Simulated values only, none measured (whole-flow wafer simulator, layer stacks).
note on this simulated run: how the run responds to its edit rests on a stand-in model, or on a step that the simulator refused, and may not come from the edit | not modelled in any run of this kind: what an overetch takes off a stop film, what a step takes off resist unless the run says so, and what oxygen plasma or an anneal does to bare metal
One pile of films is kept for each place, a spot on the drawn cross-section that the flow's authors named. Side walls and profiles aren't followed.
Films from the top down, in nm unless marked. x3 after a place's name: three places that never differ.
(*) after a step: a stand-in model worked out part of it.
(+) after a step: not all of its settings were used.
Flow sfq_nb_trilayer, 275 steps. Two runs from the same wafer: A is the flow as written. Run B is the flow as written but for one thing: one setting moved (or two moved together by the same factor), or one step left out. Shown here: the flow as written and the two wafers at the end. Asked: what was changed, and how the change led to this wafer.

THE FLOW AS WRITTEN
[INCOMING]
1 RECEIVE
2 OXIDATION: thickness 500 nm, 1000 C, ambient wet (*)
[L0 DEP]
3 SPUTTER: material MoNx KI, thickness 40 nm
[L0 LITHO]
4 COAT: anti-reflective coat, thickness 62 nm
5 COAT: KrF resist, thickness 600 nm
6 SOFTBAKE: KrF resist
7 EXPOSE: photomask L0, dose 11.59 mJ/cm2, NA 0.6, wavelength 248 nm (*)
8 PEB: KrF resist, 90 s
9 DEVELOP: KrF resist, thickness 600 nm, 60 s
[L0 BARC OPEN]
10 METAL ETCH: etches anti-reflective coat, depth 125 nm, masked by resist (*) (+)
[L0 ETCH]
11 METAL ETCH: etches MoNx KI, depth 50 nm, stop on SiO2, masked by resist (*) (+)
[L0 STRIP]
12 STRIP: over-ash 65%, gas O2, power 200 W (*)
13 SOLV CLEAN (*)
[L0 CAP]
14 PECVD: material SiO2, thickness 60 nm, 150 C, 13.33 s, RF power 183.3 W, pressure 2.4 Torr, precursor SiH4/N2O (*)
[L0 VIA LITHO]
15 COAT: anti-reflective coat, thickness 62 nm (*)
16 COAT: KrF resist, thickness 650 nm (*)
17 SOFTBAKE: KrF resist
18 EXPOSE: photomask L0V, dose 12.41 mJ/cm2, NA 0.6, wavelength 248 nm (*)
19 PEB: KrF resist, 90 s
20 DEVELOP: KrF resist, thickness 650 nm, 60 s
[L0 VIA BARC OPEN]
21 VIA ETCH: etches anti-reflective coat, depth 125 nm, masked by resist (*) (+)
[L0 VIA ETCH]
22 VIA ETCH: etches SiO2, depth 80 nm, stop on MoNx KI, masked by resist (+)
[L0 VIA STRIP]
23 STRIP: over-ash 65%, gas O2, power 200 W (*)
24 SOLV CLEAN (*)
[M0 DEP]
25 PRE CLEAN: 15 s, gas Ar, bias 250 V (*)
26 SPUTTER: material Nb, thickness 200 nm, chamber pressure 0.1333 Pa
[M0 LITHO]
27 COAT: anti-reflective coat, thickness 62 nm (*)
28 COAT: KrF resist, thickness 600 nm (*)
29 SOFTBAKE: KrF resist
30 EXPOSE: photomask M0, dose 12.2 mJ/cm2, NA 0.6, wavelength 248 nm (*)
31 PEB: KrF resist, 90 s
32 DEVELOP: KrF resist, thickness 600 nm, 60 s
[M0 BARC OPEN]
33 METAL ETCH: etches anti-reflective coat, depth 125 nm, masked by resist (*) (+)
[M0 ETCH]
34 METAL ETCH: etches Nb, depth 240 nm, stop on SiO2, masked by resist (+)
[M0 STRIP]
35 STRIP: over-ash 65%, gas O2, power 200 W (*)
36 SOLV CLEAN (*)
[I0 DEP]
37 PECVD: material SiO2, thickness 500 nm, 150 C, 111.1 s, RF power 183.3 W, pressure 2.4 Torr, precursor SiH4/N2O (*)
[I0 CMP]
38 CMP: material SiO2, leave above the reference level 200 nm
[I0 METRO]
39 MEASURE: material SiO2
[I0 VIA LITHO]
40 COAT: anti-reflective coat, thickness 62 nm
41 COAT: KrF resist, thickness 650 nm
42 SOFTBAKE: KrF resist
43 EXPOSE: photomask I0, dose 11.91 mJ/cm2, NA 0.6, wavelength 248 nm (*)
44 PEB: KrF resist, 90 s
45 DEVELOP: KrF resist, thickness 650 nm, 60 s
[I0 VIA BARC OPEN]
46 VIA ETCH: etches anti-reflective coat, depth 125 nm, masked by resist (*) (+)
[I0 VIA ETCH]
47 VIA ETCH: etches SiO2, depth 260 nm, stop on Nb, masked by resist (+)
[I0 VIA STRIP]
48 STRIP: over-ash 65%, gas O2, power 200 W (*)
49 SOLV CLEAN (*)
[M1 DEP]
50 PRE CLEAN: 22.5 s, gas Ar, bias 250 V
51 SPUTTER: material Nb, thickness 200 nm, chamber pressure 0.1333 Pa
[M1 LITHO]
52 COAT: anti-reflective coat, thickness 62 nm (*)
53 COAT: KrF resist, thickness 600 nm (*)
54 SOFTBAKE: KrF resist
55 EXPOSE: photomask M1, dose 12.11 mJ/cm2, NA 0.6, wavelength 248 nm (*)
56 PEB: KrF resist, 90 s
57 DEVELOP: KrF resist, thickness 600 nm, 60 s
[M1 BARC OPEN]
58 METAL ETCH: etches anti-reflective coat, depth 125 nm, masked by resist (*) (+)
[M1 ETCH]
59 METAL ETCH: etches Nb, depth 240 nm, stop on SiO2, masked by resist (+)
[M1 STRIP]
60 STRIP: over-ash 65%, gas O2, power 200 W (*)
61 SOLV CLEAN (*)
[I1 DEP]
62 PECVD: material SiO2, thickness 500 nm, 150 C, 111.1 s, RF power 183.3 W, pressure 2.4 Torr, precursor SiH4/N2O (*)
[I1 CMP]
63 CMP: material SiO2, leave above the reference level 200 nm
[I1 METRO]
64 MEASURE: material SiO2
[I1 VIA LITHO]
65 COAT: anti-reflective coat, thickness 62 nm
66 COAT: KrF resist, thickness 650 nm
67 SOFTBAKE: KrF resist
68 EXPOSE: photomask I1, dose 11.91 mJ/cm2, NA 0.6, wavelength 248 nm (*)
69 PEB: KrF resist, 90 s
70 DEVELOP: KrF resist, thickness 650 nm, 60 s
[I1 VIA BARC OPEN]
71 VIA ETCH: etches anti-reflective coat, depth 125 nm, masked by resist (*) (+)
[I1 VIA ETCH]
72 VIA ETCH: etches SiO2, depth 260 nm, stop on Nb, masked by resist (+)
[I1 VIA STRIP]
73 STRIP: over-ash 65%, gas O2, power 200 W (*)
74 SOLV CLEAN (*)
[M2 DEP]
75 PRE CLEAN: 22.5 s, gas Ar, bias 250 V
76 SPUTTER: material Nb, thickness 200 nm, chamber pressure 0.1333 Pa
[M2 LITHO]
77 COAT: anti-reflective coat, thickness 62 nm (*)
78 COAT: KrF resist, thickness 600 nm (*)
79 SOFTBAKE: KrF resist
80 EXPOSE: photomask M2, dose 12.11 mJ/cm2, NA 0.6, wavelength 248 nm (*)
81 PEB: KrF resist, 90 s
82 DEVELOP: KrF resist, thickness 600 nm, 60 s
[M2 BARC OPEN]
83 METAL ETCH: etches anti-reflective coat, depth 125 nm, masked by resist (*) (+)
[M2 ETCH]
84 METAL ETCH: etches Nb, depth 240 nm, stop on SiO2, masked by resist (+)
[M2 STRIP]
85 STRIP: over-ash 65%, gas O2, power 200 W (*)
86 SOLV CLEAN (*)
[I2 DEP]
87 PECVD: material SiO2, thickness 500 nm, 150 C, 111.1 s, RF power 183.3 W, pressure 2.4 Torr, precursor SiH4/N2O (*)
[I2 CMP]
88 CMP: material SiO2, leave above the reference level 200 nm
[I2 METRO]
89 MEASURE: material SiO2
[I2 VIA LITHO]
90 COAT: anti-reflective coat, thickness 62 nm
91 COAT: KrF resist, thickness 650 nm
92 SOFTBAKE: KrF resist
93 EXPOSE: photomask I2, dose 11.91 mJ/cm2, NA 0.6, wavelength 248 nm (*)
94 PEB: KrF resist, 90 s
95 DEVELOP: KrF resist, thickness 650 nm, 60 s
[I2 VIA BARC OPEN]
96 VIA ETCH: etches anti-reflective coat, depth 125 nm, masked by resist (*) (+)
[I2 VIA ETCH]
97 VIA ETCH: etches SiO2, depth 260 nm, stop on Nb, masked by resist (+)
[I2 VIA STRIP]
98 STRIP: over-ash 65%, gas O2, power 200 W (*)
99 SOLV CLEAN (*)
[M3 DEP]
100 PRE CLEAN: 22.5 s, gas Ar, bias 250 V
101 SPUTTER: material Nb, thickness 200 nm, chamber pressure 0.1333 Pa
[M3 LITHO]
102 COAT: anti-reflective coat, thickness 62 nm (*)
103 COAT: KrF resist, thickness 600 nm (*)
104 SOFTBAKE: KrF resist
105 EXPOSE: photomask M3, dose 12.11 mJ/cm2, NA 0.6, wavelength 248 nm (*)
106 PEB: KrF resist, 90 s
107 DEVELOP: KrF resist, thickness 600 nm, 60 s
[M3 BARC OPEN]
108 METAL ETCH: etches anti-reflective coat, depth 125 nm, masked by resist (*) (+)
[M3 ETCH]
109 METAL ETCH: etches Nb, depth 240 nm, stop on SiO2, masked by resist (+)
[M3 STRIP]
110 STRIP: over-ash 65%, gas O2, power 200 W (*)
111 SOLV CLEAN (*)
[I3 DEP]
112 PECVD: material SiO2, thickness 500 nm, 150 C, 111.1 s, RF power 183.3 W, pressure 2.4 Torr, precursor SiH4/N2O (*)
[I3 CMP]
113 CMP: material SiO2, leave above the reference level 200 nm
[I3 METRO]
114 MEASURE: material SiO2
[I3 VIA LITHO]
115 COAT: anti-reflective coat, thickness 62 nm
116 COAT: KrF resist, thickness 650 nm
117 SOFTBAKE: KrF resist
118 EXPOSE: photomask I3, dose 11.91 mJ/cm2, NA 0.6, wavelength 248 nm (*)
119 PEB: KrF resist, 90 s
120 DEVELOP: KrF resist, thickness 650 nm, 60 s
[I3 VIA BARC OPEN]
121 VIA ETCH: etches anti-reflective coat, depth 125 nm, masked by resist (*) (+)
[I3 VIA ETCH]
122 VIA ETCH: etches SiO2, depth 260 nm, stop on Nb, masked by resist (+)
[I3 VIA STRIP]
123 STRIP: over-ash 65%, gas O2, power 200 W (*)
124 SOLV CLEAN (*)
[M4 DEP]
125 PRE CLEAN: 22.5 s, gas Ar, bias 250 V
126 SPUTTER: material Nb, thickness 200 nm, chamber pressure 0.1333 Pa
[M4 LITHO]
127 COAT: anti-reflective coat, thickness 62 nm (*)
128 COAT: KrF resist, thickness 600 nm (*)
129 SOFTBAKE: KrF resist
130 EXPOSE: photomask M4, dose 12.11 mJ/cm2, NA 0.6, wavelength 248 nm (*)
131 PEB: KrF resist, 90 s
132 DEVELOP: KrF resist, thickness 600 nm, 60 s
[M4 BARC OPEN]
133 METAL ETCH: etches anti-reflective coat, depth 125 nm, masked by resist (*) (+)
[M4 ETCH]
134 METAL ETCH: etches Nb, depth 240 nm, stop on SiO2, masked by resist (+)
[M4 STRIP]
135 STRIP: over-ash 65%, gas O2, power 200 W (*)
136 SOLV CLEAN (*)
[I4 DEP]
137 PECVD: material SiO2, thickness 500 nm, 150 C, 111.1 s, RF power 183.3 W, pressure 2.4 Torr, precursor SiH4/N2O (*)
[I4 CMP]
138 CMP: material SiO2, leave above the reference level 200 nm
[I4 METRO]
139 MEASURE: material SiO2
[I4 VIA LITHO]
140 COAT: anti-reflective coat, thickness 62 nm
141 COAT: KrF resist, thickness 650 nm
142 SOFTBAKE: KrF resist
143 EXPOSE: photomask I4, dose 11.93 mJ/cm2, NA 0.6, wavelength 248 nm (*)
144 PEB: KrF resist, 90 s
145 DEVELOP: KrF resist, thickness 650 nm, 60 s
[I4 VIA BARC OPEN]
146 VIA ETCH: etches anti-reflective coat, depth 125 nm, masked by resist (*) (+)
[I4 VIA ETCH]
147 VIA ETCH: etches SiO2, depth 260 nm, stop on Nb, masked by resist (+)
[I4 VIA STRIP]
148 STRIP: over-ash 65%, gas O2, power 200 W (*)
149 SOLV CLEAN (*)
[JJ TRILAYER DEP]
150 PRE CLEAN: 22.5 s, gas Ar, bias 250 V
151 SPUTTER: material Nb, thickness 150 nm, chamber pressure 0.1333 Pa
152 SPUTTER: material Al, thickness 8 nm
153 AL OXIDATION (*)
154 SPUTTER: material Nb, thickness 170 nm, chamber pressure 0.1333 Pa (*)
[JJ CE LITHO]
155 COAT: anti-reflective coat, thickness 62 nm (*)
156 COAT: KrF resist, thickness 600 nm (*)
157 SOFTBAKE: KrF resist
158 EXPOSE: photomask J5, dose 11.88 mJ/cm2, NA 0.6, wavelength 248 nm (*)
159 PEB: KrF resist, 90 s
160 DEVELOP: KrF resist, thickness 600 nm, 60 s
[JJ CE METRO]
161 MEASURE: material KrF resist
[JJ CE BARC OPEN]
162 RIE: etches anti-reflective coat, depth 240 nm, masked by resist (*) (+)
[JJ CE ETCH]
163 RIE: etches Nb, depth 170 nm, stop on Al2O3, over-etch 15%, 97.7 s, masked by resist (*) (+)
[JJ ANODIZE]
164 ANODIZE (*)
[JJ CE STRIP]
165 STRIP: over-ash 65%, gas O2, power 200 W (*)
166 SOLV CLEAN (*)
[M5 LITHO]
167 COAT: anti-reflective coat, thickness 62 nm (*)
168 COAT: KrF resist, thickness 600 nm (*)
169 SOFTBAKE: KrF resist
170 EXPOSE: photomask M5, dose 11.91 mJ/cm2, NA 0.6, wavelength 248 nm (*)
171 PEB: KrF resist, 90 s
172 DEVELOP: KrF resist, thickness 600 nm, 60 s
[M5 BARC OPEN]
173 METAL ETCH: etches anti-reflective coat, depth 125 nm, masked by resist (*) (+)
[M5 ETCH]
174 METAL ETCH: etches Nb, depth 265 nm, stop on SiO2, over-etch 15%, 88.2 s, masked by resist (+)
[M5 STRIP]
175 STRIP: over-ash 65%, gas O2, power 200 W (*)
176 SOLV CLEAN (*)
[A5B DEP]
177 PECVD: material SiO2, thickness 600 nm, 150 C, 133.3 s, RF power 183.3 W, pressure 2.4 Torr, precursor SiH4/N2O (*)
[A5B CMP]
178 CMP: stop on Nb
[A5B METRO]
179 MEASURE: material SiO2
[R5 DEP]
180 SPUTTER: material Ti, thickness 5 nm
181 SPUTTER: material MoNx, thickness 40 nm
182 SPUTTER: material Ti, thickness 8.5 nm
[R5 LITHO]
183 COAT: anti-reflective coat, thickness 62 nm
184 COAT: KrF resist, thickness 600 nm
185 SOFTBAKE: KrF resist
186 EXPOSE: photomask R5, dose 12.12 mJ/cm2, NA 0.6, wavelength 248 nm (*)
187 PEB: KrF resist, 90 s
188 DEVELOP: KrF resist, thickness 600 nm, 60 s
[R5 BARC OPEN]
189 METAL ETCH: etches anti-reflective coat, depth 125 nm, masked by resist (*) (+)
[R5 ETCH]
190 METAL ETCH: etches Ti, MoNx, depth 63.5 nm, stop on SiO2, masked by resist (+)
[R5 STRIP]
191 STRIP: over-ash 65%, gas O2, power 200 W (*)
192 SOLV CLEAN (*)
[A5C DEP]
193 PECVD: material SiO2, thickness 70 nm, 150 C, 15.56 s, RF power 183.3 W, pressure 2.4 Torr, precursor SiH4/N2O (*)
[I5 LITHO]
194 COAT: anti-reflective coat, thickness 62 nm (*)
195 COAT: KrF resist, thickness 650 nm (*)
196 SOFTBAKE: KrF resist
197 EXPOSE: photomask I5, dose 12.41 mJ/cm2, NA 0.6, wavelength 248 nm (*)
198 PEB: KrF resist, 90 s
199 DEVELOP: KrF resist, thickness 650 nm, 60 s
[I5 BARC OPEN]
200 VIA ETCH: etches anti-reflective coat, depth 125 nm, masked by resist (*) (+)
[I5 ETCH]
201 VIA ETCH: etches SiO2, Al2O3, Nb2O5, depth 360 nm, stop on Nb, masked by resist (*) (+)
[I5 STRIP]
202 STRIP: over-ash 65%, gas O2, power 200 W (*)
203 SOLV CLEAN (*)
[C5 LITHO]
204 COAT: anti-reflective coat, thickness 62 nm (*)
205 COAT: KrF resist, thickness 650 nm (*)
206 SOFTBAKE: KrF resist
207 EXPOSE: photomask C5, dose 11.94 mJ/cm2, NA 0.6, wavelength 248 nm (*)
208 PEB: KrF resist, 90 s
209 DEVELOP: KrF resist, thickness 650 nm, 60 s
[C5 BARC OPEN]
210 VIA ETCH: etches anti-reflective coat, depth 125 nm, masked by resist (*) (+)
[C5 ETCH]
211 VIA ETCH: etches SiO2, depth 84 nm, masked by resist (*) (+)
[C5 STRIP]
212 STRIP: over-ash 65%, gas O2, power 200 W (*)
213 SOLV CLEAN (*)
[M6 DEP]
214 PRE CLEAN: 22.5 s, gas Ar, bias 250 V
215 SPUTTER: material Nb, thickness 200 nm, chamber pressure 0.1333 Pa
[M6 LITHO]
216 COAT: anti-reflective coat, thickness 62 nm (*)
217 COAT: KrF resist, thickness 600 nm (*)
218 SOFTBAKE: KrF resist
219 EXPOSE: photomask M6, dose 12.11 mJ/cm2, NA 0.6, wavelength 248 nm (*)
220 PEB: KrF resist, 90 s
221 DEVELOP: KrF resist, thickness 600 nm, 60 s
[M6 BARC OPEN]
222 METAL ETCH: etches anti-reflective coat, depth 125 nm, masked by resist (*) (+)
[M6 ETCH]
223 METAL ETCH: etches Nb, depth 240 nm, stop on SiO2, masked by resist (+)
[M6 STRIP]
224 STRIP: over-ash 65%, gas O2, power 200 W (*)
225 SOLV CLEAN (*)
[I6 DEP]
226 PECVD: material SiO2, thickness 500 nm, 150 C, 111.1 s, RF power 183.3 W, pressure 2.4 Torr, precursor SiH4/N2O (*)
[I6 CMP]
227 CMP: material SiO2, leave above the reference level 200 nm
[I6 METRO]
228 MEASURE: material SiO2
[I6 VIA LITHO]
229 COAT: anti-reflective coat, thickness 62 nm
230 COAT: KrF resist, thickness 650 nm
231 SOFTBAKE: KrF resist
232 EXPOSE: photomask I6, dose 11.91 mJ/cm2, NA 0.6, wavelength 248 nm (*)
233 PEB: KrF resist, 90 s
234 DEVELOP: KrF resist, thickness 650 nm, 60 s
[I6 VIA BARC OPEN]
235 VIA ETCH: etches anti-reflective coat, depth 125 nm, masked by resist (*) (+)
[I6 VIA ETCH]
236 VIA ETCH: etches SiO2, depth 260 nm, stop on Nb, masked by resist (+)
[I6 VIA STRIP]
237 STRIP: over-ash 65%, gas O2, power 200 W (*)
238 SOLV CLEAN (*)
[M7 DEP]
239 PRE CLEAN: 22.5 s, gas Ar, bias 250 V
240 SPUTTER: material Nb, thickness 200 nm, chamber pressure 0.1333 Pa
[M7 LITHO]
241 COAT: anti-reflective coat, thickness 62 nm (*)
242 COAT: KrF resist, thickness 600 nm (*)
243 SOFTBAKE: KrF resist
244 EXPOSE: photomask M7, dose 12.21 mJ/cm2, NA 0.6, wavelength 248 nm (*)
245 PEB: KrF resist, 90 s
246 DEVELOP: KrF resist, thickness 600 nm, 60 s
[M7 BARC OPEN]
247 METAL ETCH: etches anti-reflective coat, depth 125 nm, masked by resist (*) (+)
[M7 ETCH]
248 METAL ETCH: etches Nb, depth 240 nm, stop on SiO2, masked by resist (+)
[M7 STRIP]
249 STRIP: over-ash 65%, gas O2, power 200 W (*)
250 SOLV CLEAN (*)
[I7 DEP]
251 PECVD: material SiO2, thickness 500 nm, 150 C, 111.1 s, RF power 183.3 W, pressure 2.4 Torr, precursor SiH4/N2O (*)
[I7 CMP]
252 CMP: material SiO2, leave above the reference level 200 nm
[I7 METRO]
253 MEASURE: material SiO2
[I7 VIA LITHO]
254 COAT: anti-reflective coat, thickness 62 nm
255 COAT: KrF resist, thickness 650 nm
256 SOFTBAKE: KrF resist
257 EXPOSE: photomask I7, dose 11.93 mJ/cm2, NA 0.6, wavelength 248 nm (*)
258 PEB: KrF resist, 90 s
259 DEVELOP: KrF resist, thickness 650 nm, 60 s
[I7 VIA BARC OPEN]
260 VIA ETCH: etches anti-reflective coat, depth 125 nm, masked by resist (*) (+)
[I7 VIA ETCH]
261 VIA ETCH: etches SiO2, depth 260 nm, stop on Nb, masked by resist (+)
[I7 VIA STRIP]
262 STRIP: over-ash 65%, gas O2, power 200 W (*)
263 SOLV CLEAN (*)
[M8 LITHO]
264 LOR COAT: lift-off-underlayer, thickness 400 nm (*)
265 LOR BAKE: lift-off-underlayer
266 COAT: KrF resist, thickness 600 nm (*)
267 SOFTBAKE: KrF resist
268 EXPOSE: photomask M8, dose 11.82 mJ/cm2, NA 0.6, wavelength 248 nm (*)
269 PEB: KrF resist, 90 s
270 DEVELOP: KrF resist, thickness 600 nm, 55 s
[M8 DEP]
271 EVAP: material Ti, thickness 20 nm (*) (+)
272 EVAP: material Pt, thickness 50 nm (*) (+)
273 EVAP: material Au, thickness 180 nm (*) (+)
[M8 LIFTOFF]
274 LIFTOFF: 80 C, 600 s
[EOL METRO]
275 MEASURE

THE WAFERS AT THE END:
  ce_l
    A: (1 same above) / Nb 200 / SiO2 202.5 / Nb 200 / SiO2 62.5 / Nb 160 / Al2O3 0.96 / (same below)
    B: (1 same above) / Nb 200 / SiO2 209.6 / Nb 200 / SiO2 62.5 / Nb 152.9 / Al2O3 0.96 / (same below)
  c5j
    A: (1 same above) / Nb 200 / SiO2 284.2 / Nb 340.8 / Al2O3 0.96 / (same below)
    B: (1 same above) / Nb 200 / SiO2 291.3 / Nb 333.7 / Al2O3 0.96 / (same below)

The cause: step 190, METAL ETCH: depth 70.59 nm was run, where the flow has depth 63.5 nm.

How the change led to this, step by step:
  190 METAL ETCH: etches Ti, MoNx, depth 63.5 nm, stop on SiO2, masked by resist (+)
      be_r, r_sur, res, r_end, r5r_line_l, r5r_line_c, r5r_line_r: A KrF resist -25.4 | B KrF resist -28.2
      ce_l, c5j, ce_r, wl_jj: A Ti -8.5 (all of it), MoNx -40 (all of it), Ti -5 (all of it), Nb -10 | B Ti -8.5 (all of it), MoNx -40 (all of it), Ti -5 (all of it), Nb -17.1
  194 COAT: anti-reflective coat, thickness 62 nm (*)
      wl_j_sl, wl_j_sr: A anti-reflective coat +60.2 (new film) | B anti-reflective coat +58.9 (new film)
      ce_l: A anti-reflective coat +67.2 (new film) | B anti-reflective coat +70.4 (new film)
      (and at 4 more places)
  202 STRIP: over-ash 65%, gas O2, power 200 W (*)
      wl_j_sl, wl_j_sr: A KrF resist -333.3 (all of it), anti-reflective coat -60.2 (all of it) | B KrF resist -333.4 (all of it), anti-reflective coat -58.9 (all of it)
      ce_l: A KrF resist -341.5 (all of it), anti-reflective coat -67.2 (all of it) | B KrF resist -344 (all of it), anti-reflective coat -70.4 (all of it)
      (and at 4 more places)
  204 COAT: anti-reflective coat, thickness 62 nm (*)
      wl_j_sl, wl_j_sr: A anti-reflective coat +60.2 (new film) | B anti-reflective coat +58.9 (new film)
      jj_sur: A anti-reflective coat +59.5 (new film) | B anti-reflective coat +58.2 (new film)
      (and at 5 more places)
  210 VIA ETCH: etches anti-reflective coat, depth 125 nm, masked by resist (*) (+)
      c5j: A anti-reflective coat -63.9 (all of it), SiO2 -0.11 | B anti-reflective coat -65.9 (all of it), SiO2 -0.1
  212 STRIP: over-ash 65%, gas O2, power 200 W (*)
      wl_j_sl, wl_j_sr: A KrF resist -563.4 (all of it), anti-reflective coat -60.2 (all of it) | B KrF resist -563.5 (all of it), anti-reflective coat -58.9 (all of it)
      jj_sur: A KrF resist -562 (all of it), anti-reflective coat -59.5 (all of it) | B KrF resist -562.2 (all of it), anti-reflective coat -58.2 (all of it)
      (and at 4 more places)
  216 COAT: anti-reflective coat, thickness 62 nm (*)
      wl_j_sl, wl_j_sr: A anti-reflective coat +60.2 (new film) | B anti-reflective coat +58.9 (new film)
      jj_sur: A anti-reflective coat +56.1 (new film) | B anti-reflective coat +54.8 (new film)
      (and at 4 more places)
  224 STRIP: over-ash 65%, gas O2, power 200 W (*)
      wl_j_sl, wl_j_sr: A KrF resist -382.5 (all of it), anti-reflective coat -60.2 (all of it) | B KrF resist -382.6 (all of it), anti-reflective coat -58.9 (all of it)
      jj_sur: A KrF resist -378.5 (all of it), anti-reflective coat -56.1 (all of it) | B KrF resist -378.7 (all of it), anti-reflective coat -54.8 (all of it)
      (and at 4 more places)
  227 CMP: material SiO2, leave above the reference level 200 nm
      ce_l, ce_r, wl_jj: A SiO2 -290 | B SiO2 -282.9
      c5j: A SiO2 -223 | B SiO2 -215.9
